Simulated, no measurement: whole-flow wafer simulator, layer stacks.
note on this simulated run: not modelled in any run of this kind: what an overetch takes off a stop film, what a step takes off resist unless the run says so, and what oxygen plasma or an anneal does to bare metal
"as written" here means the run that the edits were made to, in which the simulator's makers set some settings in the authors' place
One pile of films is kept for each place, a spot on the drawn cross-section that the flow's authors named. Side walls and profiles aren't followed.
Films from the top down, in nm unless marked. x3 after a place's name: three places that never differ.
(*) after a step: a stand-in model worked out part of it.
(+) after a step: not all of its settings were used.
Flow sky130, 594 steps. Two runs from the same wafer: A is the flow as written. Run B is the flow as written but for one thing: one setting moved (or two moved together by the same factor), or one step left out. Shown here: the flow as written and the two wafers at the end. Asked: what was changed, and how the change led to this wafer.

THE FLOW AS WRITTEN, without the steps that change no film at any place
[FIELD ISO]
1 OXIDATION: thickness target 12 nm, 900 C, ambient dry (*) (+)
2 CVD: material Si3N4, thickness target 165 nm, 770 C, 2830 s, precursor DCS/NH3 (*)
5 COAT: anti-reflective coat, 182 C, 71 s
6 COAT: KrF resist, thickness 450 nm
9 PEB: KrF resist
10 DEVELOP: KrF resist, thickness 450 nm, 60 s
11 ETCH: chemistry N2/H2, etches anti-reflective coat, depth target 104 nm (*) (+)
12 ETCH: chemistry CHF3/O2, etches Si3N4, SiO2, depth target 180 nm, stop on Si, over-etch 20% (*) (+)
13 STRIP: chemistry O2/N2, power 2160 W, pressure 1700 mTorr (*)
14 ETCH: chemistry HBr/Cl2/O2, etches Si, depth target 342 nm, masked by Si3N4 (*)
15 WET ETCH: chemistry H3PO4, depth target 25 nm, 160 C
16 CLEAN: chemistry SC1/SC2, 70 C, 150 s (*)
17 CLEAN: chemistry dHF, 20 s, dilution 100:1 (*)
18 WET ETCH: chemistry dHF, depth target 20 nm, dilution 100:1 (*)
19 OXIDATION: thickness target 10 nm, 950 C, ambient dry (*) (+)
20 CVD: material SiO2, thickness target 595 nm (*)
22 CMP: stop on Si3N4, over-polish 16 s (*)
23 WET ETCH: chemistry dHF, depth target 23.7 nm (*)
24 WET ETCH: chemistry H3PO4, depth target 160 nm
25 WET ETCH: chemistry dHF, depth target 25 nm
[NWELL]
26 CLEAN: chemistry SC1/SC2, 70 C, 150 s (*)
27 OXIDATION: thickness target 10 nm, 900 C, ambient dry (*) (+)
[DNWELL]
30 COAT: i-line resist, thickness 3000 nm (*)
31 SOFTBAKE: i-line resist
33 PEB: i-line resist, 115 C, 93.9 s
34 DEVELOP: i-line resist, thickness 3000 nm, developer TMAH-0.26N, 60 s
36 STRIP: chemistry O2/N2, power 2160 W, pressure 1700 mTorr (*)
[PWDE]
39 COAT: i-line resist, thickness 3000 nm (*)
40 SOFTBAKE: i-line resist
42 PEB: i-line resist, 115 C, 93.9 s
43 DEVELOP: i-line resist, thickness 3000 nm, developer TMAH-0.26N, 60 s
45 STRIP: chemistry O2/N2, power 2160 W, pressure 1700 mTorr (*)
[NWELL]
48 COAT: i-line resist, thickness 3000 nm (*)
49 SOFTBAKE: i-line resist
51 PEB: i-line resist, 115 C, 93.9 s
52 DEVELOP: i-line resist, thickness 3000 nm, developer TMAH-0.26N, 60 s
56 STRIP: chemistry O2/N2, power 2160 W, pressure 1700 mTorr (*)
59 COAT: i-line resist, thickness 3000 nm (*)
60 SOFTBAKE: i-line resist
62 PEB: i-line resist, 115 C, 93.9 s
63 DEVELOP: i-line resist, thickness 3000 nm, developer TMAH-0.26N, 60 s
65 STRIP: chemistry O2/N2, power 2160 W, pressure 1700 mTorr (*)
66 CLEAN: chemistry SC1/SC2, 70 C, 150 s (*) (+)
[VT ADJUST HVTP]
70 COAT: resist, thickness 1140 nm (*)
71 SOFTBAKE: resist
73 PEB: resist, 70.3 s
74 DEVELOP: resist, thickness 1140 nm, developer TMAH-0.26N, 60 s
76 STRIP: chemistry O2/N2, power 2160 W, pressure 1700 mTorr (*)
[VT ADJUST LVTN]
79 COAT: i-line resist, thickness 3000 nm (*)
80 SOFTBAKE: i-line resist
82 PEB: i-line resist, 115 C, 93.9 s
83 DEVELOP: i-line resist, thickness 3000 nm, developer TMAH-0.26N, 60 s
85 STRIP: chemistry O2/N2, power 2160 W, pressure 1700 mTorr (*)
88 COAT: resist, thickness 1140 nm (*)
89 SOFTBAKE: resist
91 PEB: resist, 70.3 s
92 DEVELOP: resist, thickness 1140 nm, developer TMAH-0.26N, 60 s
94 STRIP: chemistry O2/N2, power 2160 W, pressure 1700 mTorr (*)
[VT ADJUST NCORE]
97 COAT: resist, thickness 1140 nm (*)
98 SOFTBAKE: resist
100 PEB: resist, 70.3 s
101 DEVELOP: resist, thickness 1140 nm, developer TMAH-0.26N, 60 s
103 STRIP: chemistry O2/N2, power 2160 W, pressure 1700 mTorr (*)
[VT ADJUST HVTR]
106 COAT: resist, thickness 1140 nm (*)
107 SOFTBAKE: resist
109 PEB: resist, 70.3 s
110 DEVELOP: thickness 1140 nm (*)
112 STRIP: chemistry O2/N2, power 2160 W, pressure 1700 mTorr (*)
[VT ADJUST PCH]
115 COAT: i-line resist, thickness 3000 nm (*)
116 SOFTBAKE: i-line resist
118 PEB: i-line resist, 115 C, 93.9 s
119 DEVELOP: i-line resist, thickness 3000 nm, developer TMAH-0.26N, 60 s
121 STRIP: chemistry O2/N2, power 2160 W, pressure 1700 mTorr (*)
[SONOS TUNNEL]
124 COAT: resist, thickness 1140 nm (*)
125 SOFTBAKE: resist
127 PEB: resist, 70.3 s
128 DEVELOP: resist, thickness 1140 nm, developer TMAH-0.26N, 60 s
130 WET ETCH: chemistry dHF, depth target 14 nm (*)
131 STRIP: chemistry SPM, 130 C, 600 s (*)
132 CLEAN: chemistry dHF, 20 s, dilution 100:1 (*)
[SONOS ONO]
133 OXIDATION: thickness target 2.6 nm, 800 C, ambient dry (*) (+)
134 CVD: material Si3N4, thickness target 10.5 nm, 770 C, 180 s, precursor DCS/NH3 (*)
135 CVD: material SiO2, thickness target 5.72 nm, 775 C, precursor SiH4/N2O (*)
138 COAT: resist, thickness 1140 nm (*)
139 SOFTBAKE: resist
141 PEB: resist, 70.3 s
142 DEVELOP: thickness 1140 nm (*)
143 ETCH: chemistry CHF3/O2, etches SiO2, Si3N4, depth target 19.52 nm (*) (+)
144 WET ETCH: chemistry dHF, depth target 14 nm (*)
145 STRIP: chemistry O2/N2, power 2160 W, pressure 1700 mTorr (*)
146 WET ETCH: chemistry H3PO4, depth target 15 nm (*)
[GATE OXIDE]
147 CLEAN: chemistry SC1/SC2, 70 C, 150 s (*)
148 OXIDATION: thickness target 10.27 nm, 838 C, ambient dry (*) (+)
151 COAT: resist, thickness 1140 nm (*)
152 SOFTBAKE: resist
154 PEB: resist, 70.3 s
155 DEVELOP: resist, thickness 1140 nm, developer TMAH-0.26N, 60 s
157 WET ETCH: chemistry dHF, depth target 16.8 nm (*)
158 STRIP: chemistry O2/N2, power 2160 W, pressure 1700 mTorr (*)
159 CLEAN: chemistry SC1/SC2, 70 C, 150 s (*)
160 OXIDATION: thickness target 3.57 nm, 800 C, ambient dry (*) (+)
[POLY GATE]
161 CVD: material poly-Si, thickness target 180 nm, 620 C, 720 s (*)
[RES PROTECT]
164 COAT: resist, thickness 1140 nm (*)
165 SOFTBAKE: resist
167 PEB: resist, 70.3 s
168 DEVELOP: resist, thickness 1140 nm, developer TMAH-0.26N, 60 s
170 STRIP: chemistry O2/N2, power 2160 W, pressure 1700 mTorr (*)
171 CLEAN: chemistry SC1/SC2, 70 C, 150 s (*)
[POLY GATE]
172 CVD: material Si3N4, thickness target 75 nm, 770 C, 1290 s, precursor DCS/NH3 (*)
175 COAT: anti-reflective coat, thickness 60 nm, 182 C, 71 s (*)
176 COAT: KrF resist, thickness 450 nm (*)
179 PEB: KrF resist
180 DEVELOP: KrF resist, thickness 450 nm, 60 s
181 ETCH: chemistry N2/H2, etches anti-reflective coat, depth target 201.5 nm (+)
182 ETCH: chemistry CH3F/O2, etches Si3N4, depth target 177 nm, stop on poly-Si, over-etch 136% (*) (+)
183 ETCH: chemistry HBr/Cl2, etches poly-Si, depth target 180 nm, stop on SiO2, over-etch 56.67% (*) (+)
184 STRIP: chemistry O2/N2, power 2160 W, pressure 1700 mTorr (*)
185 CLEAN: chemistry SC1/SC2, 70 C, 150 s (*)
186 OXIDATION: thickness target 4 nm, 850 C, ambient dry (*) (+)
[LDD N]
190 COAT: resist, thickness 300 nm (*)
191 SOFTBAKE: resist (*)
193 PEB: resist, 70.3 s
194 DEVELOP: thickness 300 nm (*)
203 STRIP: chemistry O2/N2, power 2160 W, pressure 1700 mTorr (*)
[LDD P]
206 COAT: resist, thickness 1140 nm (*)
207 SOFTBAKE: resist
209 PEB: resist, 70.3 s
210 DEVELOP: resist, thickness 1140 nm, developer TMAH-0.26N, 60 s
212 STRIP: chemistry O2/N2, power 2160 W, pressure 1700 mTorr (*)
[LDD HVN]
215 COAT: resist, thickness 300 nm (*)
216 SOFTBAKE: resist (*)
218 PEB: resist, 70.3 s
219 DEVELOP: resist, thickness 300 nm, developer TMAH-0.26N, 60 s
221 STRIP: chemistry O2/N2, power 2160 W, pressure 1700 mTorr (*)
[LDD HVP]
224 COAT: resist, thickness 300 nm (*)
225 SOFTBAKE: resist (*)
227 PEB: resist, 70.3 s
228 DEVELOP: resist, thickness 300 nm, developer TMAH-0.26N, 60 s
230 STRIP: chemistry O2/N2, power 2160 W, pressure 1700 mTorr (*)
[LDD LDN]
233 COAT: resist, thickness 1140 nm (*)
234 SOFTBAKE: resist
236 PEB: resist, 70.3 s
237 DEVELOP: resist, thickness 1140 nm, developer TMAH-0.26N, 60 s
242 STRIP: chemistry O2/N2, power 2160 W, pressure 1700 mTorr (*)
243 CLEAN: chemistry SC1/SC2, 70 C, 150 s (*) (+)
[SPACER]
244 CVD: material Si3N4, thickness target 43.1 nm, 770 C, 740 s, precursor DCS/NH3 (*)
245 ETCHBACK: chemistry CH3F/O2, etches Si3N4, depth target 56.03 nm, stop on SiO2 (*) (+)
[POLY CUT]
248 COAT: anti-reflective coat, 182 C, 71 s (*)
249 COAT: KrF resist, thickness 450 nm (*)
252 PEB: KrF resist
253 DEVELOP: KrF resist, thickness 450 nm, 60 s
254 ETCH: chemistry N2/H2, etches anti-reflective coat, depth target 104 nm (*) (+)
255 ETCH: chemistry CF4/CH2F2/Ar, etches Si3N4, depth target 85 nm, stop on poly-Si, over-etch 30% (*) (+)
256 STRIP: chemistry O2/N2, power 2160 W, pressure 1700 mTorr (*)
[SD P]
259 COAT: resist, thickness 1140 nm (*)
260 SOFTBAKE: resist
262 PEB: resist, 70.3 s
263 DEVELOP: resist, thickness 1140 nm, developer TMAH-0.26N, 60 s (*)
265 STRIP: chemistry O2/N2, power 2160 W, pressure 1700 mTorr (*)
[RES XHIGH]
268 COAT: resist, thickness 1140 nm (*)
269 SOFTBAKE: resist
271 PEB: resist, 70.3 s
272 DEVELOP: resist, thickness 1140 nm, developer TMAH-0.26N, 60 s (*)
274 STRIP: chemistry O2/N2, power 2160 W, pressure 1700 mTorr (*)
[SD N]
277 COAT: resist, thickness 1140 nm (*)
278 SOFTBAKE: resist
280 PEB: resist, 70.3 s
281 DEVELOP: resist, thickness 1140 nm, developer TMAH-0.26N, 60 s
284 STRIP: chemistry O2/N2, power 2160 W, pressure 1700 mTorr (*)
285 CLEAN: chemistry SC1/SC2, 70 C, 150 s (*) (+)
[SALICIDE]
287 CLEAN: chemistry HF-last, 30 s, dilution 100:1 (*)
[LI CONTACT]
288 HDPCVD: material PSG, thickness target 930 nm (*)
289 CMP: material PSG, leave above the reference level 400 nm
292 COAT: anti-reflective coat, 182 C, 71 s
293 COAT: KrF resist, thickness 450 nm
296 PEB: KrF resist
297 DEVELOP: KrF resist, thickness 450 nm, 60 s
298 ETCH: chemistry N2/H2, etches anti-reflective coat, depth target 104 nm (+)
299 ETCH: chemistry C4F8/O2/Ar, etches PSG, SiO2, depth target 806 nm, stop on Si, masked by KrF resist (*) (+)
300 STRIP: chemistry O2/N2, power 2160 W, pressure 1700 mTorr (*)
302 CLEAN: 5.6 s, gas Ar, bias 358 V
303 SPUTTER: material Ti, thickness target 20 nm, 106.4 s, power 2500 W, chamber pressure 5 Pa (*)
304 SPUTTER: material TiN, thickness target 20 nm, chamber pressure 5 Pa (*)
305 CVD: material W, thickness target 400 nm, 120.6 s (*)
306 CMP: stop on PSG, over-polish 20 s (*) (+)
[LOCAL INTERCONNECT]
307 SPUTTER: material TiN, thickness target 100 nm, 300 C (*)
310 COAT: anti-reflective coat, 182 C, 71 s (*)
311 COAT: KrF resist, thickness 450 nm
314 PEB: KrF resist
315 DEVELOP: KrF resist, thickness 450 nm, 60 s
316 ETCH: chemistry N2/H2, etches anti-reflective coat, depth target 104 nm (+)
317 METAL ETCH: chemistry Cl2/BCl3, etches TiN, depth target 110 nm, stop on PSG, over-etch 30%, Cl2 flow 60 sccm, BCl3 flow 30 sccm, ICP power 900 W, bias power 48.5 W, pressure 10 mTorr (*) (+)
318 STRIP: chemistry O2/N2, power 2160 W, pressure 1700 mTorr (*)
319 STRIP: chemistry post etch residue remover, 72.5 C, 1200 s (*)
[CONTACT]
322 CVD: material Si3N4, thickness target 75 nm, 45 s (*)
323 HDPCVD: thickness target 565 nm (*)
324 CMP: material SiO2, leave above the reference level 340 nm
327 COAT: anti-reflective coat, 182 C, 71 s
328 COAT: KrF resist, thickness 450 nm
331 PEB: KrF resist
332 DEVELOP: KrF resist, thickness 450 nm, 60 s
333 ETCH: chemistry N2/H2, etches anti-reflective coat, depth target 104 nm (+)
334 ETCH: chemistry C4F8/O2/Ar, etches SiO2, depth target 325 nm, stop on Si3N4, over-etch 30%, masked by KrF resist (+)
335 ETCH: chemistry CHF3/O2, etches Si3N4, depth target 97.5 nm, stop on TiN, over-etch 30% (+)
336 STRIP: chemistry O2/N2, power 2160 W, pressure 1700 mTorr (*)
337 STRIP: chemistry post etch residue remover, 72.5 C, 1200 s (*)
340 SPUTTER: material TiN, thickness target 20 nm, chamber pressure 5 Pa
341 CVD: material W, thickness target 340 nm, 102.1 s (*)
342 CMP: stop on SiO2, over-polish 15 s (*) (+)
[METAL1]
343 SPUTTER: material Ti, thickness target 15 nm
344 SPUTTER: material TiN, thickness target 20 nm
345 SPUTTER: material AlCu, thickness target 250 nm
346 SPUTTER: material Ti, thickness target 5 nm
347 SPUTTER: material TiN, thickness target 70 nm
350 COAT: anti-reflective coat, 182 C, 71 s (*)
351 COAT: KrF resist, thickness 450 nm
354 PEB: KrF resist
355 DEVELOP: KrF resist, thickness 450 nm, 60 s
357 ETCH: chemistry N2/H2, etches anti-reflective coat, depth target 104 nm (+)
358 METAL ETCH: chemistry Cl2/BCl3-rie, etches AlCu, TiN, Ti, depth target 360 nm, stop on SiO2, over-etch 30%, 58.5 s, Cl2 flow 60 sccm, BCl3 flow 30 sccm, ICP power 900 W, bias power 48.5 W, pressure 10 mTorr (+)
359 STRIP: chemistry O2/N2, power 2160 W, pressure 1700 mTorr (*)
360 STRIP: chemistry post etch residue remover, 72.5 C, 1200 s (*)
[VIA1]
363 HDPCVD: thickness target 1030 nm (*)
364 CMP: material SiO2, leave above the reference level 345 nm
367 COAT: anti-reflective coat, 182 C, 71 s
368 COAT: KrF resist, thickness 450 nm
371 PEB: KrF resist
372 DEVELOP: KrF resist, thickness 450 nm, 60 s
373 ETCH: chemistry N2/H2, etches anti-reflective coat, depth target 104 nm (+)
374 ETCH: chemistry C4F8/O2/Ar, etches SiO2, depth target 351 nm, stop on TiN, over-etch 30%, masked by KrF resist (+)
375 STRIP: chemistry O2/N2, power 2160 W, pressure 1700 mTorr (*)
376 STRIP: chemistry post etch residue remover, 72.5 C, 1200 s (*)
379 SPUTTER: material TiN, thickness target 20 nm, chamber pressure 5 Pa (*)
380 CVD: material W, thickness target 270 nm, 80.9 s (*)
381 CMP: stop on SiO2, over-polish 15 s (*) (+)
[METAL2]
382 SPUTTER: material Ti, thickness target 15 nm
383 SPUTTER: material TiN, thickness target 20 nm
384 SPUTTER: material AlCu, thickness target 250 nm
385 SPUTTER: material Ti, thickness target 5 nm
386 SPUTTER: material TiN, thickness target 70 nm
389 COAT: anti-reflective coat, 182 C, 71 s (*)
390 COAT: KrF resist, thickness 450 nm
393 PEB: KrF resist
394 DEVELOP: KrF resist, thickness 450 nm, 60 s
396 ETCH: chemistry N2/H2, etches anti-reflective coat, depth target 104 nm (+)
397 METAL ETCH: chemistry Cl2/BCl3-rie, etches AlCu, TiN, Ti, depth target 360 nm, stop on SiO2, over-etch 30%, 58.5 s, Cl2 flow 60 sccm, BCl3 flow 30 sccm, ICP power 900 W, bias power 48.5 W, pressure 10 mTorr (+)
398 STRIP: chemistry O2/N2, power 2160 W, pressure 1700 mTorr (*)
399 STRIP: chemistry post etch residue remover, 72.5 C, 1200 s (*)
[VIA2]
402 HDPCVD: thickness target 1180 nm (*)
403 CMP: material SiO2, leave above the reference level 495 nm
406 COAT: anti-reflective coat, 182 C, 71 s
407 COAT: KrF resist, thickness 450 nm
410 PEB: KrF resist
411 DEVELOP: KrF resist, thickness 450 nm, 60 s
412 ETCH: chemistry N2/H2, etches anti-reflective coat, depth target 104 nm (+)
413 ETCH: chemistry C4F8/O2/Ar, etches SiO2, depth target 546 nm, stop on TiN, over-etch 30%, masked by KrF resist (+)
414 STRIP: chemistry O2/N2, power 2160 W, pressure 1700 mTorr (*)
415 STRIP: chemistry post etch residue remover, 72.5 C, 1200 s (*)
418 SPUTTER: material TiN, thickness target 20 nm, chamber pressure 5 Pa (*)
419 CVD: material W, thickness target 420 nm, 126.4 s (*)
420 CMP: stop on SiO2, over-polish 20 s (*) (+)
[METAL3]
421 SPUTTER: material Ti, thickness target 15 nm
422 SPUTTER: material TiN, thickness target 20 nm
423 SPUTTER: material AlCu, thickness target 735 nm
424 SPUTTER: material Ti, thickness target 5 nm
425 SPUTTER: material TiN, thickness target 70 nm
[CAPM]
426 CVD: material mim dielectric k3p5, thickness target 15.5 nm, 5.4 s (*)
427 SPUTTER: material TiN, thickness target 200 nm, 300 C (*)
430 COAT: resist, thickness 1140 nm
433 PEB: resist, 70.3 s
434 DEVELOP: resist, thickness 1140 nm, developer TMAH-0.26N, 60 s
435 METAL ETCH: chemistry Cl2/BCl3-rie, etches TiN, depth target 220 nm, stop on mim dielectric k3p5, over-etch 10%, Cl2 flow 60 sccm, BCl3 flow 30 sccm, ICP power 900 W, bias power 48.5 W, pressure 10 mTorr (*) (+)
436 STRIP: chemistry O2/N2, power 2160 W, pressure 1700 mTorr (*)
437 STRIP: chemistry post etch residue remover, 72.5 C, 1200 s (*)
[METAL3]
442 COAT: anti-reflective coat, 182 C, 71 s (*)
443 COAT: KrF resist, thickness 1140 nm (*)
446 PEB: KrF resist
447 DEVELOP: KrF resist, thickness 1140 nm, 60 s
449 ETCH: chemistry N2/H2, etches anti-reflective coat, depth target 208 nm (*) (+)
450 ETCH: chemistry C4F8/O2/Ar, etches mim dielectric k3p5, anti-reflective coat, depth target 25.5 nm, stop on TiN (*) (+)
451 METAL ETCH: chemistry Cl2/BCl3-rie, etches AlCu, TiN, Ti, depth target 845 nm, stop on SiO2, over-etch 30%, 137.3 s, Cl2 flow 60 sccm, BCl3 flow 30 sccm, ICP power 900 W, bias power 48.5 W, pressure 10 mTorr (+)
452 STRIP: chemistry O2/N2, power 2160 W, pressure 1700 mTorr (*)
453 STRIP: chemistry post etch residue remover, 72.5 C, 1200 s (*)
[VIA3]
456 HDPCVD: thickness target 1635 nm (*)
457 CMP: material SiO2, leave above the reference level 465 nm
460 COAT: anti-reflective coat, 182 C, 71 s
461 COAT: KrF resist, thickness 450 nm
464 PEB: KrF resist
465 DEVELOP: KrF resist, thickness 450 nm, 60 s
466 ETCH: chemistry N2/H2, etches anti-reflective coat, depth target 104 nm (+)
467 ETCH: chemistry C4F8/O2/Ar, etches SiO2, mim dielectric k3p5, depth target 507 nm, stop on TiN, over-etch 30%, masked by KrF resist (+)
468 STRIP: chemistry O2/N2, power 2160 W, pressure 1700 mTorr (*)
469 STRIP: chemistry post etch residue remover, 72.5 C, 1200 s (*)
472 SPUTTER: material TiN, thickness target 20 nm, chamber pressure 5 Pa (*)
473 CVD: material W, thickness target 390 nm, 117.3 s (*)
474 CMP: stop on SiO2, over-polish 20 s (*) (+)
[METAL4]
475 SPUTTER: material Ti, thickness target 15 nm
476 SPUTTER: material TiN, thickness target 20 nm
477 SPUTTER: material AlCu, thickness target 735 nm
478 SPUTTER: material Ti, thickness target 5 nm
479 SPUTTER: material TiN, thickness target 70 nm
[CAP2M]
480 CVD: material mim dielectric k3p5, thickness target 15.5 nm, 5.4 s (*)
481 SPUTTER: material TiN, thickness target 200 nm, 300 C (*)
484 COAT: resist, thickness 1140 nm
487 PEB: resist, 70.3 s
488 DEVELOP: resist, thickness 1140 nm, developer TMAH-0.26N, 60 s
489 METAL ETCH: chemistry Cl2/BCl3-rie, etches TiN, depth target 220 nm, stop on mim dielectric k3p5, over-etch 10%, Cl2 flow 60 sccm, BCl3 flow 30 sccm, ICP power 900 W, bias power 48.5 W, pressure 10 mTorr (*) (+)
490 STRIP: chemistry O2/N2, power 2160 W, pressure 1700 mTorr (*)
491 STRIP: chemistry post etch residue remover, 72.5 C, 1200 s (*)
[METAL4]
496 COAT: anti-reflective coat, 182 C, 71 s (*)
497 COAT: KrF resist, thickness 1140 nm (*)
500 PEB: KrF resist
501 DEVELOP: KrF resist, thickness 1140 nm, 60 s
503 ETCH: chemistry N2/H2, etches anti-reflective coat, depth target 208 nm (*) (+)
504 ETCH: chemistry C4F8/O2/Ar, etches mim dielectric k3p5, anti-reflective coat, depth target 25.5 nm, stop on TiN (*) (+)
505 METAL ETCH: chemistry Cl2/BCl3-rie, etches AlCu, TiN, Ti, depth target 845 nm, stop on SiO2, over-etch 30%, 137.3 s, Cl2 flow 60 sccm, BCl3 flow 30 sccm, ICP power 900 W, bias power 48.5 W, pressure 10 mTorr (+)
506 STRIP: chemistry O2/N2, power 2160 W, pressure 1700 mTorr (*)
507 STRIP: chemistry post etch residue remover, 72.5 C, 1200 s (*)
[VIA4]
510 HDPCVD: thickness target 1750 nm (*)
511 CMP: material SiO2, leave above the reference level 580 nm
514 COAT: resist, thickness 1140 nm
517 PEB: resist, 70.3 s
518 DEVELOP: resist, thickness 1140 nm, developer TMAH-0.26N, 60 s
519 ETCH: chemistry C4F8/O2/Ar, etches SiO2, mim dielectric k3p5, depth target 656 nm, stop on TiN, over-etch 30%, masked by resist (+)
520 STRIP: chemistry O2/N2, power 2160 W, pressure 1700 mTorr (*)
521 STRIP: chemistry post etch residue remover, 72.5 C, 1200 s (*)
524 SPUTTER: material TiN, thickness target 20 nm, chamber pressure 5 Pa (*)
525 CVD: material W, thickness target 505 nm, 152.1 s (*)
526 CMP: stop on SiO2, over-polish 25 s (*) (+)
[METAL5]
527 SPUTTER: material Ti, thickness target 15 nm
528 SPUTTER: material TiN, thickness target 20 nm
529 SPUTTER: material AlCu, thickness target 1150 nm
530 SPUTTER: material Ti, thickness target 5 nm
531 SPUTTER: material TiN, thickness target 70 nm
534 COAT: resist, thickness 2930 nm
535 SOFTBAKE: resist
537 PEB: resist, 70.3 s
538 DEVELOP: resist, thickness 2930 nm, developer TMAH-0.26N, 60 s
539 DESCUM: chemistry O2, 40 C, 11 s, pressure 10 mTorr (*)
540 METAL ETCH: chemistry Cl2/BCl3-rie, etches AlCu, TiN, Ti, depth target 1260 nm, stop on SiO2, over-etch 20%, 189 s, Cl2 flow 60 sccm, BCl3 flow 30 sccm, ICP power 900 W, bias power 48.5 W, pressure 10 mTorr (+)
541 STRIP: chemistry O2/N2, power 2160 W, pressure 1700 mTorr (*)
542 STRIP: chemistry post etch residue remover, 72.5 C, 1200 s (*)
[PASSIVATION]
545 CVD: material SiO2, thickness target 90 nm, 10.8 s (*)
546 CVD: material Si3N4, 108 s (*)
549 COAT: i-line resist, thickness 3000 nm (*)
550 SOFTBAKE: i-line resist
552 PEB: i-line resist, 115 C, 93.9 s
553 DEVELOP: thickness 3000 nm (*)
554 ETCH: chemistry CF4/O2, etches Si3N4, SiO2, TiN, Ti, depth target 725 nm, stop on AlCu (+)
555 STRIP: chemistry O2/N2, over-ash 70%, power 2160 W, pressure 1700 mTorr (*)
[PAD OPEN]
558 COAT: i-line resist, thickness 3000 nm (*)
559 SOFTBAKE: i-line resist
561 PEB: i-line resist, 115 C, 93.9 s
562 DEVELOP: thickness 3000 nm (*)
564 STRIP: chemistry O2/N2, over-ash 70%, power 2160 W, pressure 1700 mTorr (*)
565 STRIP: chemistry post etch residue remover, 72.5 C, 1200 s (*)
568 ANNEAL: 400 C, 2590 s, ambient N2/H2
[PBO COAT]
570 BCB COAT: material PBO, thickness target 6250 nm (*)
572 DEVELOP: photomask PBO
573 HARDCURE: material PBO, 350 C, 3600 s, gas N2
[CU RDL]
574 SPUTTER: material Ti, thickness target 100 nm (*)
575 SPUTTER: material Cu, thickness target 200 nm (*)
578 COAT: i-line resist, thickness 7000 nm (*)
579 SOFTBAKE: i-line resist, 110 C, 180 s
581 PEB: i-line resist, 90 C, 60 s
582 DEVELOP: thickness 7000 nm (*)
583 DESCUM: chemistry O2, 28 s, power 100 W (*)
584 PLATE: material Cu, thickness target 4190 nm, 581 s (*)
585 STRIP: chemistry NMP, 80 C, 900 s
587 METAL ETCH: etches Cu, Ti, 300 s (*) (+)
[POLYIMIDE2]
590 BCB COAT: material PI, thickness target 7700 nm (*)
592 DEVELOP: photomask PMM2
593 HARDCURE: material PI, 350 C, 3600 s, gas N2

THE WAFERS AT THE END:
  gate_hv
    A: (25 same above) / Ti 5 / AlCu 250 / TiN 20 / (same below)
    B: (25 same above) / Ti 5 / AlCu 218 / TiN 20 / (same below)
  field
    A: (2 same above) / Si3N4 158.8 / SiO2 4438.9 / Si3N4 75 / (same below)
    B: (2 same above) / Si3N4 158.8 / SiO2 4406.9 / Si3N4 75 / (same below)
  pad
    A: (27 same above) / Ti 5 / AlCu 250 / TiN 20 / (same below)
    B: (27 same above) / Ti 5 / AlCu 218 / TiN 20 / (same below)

The cause: step 345, SPUTTER: thickness target 218 nm was run, where the flow has thickness target 250 nm.
It can be read off the wafer: gate_hv has AlCu 218, and step 345 as written asks for 250 nm.

How the change led to this, step by step:
  345 SPUTTER: material AlCu, thickness target 250 nm
      field, active, n_well and 188 more: A AlCu +250 (new film) | B AlCu +218 (new film)
  358 METAL ETCH: chemistry Cl2/BCl3-rie, etches AlCu, TiN, Ti, depth target 360 nm, stop on SiO2, over-etch 30%, 58.5 s, Cl2 flow 60 sccm, BCl3 flow 30 sccm, ICP power 900 W, bias power 48.5 W, pressure 10 mTorr (+)
      field, active, gate and 81 more: A TiN -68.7 (all of it), Ti -5 (all of it), AlCu -250 (all of it), TiN -20 (all of it), Ti -15 (all of it), SiO2 -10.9 | B TiN -68.7 (all of it), Ti -5 (all of it), AlCu -218 (all of it), TiN -20 (all of it), Ti -15 (all of it), SiO2 -14.1
  364 CMP: material SiO2, leave above the reference level 345 nm
      field, active, gate and 81 more: A SiO2 -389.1 | B SiO2 -417.9
